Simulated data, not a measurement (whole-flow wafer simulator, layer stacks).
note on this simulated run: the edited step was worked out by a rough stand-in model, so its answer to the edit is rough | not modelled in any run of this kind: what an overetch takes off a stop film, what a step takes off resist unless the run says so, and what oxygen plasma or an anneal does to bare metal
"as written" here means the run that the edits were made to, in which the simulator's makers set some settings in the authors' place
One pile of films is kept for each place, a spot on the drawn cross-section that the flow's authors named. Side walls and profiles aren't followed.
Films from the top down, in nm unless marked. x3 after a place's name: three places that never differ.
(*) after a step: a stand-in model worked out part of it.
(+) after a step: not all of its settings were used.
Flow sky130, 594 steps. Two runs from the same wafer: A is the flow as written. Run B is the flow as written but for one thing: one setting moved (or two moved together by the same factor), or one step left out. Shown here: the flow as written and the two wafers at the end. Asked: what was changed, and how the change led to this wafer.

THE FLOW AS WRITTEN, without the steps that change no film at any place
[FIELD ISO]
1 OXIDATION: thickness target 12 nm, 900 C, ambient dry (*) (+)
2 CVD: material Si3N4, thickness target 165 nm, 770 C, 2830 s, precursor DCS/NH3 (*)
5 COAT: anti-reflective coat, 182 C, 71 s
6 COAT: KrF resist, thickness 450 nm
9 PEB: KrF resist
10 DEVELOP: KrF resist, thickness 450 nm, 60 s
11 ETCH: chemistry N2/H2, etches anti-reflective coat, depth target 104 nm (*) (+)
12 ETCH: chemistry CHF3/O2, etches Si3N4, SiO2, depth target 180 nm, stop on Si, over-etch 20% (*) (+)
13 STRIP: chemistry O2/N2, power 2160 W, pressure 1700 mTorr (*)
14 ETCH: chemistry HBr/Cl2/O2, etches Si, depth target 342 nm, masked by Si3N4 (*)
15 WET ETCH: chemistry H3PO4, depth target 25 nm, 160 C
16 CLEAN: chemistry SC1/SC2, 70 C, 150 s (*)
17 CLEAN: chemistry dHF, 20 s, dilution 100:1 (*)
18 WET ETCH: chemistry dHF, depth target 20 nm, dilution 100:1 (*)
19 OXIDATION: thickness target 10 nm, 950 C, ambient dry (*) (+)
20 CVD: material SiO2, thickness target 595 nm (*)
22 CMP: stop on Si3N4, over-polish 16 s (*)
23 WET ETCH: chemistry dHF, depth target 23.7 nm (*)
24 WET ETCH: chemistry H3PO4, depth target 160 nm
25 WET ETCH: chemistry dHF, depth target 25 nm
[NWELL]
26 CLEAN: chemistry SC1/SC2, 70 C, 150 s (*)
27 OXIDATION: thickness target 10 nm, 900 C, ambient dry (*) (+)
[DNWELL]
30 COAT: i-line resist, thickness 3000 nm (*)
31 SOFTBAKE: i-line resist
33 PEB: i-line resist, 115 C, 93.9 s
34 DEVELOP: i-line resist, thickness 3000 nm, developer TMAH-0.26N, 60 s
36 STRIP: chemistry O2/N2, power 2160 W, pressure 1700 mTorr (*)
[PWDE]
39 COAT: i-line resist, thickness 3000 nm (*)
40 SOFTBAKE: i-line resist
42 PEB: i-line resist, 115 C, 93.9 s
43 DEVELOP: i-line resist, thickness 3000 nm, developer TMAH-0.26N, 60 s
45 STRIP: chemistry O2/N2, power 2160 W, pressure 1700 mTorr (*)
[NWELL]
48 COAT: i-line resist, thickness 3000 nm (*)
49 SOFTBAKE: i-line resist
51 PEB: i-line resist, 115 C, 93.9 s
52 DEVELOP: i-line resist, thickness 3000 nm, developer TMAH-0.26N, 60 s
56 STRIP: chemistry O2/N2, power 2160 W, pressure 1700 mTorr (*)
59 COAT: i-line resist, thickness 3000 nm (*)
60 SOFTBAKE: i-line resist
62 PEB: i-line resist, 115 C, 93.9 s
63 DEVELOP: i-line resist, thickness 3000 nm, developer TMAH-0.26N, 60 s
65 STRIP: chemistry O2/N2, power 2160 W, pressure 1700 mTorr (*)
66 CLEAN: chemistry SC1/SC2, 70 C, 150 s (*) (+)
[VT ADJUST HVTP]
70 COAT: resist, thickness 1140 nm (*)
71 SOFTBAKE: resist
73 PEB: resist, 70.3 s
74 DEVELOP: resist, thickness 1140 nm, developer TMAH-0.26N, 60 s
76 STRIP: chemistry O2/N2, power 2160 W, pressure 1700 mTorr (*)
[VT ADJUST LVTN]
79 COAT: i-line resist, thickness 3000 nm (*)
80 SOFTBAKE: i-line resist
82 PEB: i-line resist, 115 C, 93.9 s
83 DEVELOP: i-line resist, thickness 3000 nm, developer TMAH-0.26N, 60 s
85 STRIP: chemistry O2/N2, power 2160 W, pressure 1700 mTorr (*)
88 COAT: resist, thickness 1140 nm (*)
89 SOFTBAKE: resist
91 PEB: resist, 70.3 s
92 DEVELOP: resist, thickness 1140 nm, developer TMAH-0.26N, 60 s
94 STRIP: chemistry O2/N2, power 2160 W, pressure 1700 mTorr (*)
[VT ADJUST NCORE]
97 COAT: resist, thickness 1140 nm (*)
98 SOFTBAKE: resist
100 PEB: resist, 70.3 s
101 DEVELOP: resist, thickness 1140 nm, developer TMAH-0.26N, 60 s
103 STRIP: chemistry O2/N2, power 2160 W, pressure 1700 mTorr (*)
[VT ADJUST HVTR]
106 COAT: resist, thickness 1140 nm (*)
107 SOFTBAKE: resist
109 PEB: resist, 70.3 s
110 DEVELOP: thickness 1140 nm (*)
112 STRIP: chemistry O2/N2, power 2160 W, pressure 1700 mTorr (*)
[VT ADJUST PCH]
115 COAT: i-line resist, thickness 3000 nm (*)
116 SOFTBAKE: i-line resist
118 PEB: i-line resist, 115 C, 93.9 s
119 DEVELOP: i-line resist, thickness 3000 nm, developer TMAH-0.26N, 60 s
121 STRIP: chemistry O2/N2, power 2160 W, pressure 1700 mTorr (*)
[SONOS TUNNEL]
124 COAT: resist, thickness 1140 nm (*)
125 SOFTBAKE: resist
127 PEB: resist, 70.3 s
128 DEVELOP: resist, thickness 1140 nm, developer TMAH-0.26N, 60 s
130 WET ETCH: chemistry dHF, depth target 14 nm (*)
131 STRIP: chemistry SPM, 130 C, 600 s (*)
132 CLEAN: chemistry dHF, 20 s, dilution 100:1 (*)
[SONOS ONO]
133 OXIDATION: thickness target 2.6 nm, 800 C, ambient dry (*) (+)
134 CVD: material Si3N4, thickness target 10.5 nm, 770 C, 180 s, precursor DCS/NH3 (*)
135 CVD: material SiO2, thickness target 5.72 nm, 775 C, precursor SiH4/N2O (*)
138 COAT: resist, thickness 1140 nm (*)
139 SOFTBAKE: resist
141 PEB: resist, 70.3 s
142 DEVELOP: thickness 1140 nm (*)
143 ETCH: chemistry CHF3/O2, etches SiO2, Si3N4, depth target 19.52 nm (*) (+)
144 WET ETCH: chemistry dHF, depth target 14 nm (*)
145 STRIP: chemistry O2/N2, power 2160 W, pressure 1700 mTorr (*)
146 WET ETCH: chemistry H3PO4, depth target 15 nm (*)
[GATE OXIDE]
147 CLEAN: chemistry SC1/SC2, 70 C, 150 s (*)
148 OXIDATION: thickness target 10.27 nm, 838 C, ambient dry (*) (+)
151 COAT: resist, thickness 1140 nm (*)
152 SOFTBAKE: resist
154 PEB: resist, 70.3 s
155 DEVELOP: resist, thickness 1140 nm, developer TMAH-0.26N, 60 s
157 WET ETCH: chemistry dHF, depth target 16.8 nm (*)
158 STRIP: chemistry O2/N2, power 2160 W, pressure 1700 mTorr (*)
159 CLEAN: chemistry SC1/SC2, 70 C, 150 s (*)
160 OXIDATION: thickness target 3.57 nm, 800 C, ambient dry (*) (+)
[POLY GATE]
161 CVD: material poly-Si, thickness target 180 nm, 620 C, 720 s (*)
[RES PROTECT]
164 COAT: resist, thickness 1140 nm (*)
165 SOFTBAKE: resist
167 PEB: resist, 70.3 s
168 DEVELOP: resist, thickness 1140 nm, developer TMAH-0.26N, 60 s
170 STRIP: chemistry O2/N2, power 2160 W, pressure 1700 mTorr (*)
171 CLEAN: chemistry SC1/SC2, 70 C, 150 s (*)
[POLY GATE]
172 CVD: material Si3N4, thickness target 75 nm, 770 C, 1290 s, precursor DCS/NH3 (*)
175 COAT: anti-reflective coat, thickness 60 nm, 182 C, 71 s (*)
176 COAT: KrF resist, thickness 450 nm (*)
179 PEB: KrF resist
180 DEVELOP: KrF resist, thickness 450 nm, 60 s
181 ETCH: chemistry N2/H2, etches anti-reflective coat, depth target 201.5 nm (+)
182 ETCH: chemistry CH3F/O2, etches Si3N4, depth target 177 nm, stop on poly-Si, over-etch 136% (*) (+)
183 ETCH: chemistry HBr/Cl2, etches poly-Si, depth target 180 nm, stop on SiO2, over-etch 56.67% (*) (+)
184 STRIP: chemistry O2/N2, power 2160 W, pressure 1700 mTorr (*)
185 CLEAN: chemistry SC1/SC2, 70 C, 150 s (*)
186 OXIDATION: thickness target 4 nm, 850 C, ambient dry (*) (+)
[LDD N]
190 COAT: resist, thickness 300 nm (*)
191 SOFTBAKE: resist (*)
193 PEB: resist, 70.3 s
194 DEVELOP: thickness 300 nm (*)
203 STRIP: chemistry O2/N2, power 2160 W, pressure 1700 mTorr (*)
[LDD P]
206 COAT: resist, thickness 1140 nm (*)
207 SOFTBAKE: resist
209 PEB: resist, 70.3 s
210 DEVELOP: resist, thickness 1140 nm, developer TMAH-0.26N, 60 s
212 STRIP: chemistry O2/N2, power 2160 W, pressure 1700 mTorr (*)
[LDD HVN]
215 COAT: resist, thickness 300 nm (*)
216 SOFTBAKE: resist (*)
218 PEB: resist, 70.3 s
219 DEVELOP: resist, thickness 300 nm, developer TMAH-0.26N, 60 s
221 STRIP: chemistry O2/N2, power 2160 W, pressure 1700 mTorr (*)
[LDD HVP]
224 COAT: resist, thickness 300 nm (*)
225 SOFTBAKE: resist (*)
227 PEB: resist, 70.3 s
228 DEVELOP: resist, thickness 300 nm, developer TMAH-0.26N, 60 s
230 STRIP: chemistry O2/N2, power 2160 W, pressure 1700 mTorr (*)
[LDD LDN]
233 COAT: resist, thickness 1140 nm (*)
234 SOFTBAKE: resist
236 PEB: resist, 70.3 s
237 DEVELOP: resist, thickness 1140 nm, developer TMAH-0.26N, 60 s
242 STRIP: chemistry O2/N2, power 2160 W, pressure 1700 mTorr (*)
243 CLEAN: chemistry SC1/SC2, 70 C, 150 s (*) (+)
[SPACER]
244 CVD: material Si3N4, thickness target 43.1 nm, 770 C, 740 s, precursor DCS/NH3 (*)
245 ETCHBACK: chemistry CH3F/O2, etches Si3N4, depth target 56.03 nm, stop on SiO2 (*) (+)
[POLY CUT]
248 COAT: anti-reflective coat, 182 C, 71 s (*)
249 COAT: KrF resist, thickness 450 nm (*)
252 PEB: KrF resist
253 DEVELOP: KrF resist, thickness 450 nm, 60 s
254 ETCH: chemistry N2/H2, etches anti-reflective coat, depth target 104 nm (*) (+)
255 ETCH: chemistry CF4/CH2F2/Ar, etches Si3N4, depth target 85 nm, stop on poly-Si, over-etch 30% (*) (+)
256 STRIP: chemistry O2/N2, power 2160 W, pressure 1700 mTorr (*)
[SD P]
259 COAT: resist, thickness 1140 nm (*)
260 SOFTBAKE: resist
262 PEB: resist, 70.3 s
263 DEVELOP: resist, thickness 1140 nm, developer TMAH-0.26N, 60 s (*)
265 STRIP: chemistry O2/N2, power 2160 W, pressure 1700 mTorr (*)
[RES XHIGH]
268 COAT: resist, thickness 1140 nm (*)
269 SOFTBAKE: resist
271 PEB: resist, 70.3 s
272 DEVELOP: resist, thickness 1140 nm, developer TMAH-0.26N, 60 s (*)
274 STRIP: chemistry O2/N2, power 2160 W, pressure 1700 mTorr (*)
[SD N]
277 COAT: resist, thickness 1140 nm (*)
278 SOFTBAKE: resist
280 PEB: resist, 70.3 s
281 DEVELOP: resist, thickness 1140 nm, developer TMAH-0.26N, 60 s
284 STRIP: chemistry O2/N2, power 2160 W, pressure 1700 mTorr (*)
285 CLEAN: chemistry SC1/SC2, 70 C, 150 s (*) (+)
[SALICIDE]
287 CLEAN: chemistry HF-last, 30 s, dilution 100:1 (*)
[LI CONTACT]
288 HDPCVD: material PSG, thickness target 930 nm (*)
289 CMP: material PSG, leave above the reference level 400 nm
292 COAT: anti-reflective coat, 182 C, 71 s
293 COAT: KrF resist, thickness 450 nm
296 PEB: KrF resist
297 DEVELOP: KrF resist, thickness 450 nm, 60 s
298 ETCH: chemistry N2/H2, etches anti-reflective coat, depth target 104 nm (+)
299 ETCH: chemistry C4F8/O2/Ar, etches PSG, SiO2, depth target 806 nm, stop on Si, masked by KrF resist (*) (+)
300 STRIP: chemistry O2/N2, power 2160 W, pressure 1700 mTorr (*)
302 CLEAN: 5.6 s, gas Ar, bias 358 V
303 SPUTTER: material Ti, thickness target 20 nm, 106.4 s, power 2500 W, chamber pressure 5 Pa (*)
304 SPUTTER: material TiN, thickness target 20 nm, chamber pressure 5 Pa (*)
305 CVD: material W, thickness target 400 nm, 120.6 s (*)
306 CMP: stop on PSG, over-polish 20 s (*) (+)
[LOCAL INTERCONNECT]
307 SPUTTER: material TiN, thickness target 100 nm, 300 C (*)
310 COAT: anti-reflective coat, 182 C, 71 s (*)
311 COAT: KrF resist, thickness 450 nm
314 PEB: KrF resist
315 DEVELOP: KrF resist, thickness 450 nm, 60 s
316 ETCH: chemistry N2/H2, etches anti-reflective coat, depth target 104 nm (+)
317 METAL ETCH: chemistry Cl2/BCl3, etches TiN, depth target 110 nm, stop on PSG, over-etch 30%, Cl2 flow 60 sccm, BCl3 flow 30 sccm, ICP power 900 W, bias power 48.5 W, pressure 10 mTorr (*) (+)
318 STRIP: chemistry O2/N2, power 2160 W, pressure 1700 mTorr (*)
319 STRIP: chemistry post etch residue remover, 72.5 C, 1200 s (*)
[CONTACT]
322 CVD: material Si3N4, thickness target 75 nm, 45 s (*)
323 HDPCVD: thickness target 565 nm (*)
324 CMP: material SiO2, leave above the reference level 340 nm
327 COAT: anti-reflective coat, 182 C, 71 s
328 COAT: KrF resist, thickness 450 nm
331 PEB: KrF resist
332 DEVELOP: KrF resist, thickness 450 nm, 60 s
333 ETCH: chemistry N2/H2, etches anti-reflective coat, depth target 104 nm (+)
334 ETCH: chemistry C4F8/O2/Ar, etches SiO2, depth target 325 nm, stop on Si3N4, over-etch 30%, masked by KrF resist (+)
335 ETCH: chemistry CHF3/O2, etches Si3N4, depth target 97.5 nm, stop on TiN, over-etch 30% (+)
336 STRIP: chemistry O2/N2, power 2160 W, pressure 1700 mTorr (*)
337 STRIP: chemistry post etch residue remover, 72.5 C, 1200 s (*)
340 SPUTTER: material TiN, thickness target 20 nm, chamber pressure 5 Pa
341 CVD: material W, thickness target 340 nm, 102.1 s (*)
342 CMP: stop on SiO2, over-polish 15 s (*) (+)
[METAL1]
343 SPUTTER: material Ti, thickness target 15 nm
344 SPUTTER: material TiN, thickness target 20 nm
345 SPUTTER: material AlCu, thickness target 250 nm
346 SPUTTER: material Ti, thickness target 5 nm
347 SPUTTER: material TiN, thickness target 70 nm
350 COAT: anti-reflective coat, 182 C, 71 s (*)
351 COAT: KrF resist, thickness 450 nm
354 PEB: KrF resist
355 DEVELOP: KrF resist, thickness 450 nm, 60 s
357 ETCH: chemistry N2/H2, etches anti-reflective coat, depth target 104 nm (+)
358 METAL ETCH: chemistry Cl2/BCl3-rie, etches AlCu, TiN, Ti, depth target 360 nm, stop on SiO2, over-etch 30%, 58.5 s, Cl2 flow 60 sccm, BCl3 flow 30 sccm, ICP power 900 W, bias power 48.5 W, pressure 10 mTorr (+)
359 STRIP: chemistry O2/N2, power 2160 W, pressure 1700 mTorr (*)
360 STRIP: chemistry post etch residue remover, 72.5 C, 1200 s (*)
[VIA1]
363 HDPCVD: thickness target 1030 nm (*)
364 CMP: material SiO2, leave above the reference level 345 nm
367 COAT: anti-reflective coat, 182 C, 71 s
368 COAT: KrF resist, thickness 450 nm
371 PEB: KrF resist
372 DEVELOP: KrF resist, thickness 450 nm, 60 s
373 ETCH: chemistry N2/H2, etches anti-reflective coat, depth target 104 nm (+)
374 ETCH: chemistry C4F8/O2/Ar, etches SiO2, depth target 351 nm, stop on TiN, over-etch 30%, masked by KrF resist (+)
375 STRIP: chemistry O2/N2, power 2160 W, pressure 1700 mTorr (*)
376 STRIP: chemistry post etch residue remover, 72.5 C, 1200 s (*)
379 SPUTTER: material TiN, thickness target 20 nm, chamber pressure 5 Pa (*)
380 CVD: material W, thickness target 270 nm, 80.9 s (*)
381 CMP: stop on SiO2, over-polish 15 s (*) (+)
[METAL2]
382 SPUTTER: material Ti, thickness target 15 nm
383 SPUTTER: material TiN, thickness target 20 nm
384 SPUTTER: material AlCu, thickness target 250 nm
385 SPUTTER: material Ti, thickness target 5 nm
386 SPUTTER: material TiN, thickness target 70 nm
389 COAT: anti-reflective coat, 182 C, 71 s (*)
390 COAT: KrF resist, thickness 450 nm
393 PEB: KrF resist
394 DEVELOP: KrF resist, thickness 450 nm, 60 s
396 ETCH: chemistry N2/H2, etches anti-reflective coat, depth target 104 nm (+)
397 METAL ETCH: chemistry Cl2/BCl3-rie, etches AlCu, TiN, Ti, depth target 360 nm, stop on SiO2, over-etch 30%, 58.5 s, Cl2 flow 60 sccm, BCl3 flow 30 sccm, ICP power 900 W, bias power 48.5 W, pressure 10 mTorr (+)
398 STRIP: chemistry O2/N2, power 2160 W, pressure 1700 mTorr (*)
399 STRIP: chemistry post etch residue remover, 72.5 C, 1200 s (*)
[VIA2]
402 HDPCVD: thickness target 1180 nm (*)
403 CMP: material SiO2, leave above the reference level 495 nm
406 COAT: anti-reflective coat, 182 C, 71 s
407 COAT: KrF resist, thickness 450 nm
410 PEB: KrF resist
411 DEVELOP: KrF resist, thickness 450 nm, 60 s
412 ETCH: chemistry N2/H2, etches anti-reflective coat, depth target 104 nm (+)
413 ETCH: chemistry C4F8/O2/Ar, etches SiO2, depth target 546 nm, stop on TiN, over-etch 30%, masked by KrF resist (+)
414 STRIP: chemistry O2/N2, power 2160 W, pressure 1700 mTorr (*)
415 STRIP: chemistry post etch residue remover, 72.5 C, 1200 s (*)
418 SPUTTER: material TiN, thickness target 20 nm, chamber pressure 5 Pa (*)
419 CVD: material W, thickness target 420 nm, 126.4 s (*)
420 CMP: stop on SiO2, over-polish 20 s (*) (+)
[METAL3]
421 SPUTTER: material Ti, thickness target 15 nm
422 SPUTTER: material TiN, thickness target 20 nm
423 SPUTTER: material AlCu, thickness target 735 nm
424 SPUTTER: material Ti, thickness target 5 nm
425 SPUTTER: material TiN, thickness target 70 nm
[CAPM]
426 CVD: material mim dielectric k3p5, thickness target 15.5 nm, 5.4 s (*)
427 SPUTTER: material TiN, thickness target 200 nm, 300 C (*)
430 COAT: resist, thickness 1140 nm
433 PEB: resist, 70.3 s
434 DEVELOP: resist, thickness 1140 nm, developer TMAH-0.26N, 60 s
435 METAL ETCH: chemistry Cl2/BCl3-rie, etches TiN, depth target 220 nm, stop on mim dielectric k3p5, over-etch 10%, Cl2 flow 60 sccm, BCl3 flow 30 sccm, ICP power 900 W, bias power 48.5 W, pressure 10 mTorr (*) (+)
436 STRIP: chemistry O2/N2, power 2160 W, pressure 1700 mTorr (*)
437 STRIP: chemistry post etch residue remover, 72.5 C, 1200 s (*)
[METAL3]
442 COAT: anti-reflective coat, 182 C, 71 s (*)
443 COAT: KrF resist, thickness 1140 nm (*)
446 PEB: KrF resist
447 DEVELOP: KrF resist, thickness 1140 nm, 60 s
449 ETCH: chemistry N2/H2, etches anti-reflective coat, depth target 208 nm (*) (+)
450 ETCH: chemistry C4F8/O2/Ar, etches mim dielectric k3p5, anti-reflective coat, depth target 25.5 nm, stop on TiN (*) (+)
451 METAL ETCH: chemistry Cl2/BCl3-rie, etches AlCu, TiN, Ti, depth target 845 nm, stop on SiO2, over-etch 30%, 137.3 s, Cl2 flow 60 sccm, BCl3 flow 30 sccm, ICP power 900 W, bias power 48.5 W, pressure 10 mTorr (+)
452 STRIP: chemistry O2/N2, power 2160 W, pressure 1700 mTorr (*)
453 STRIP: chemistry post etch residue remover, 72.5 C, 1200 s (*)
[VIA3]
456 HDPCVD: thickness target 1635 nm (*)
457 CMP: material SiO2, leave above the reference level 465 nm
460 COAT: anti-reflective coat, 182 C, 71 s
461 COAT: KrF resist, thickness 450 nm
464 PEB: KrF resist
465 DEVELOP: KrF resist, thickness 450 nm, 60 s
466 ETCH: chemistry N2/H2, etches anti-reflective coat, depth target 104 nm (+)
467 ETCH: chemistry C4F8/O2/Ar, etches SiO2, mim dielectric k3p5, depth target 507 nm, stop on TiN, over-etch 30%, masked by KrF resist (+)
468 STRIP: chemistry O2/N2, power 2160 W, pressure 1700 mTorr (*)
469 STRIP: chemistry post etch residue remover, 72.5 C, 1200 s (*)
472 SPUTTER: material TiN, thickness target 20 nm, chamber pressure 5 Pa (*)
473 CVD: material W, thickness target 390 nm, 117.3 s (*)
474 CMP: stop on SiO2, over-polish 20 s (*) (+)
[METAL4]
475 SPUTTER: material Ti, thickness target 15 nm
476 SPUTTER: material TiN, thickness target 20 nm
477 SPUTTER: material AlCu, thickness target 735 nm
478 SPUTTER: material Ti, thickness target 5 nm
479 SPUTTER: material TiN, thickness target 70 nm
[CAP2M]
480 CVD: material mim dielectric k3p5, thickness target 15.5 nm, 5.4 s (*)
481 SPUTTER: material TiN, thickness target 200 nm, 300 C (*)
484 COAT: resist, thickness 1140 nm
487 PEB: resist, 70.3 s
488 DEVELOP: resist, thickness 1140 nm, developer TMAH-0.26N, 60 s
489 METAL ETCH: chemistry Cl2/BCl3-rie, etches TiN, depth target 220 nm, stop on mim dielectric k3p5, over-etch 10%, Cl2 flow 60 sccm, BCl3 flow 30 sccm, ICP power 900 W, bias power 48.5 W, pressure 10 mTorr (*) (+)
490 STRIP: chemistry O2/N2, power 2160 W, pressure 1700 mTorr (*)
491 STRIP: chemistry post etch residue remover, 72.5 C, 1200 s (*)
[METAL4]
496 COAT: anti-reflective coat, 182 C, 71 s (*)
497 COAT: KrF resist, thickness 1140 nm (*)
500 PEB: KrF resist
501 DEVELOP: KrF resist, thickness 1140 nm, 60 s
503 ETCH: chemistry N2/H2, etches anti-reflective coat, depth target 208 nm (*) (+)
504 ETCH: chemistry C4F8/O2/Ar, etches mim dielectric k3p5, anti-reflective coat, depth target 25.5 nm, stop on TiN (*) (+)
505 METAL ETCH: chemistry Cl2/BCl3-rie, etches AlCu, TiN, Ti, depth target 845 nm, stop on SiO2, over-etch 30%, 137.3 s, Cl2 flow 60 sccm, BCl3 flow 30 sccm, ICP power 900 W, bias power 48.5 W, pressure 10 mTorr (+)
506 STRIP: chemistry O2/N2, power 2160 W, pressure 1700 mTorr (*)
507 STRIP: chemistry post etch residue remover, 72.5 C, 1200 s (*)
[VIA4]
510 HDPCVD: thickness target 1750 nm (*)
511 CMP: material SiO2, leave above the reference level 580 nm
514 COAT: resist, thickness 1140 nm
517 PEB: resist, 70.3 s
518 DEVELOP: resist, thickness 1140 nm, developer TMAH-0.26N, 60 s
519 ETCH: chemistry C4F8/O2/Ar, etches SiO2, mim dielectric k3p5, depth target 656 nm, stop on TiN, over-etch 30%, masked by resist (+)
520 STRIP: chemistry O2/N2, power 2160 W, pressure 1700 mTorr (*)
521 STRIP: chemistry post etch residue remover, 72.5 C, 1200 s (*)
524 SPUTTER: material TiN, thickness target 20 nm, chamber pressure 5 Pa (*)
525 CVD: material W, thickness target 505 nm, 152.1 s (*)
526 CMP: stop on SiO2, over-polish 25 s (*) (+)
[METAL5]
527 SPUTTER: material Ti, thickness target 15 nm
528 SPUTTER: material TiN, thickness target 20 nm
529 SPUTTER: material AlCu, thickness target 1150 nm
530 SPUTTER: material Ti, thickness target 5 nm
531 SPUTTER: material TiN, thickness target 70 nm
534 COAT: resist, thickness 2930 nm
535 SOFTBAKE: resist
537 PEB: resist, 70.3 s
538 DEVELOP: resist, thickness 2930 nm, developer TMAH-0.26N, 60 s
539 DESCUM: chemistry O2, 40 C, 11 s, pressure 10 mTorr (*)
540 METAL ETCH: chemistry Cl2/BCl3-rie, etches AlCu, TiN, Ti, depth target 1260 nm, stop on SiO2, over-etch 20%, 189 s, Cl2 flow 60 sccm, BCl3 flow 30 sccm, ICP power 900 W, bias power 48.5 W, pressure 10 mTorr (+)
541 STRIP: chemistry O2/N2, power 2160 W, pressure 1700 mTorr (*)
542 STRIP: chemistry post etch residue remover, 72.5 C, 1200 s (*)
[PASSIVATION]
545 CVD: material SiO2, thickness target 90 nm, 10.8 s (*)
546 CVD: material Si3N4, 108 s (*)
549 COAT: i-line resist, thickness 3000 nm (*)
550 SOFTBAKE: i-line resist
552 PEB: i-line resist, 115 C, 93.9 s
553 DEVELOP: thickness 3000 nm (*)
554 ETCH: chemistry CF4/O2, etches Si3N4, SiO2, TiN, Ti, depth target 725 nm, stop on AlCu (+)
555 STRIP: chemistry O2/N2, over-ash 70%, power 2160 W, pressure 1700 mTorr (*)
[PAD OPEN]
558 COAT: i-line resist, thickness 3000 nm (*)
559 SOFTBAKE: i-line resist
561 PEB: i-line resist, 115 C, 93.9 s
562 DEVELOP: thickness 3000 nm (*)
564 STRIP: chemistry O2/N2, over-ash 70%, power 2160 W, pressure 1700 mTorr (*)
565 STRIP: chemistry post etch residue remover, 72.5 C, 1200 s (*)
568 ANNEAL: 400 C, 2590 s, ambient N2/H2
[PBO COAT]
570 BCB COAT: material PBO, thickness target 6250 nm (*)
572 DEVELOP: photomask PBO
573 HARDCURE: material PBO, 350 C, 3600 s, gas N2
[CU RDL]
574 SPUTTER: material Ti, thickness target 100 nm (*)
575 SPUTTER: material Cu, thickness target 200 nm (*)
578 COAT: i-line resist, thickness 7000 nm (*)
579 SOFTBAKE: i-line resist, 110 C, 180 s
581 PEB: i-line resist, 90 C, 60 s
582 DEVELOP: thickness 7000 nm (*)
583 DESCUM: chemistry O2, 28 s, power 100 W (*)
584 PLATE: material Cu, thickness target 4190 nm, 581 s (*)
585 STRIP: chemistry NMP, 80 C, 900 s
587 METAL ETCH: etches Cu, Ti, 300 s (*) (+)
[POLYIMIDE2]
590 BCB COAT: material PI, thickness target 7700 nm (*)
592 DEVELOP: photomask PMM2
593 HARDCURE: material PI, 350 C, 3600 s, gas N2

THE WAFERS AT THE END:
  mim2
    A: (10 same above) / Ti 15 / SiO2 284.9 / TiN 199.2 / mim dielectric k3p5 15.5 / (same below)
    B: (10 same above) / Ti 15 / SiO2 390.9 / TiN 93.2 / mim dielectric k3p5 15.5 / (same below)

The cause: step 481, SPUTTER: thickness target 94 nm was run, where the flow has thickness target 200 nm.

How the change led to this, step by step:
  481 SPUTTER: material TiN, thickness target 200 nm, 300 C (*)
      field, active, n_well and 189 more: A TiN +200 (new film) | B TiN +94 (new film)
  489 METAL ETCH: chemistry Cl2/BCl3-rie, etches TiN, depth target 220 nm, stop on mim dielectric k3p5, over-etch 10%, Cl2 flow 60 sccm, BCl3 flow 30 sccm, ICP power 900 W, bias power 48.5 W, pressure 10 mTorr (*) (+)
      field, active, n_well and 188 more: A TiN -200 (all of it) | B TiN -94 (all of it)
      mim2: A resist -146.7 | B resist -68.9
  490 STRIP: chemistry O2/N2, power 2160 W, pressure 1700 mTorr (*)
      mim2: A resist -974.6 (all of it) | B resist -1052.3 (all of it)
  496 COAT: anti-reflective coat, 182 C, 71 s (*)
      iso_guard__w2: A anti-reflective coat +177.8 (new film) | B anti-reflective coat +112.5 (new film)
      mim2: A anti-reflective coat +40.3 (new film) | B anti-reflective coat +33.2 (new film)
  497 COAT: KrF resist, thickness 1140 nm (*)
      iso_guard__w2: A KrF resist +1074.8 (new film) | B KrF resist +1119 (new film)
      mim2: A KrF resist +1018.9 (new film) | B KrF resist +1106.2 (new film)
  506 STRIP: chemistry O2/N2, power 2160 W, pressure 1700 mTorr (*)
      iso_guard__w2: A KrF resist -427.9 (all of it), anti-reflective coat -177.8 (all of it) | B KrF resist -471.9 (all of it), anti-reflective coat -112.5 (all of it)
      mim2: A KrF resist -372.1 (all of it), anti-reflective coat -40.3 (all of it) | B KrF resist -459.2 (all of it), anti-reflective coat -33.2 (all of it)
  511 CMP: material SiO2, leave above the reference level 580 nm
      mim2: A SiO2 -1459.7 | B SiO2 -1353.7
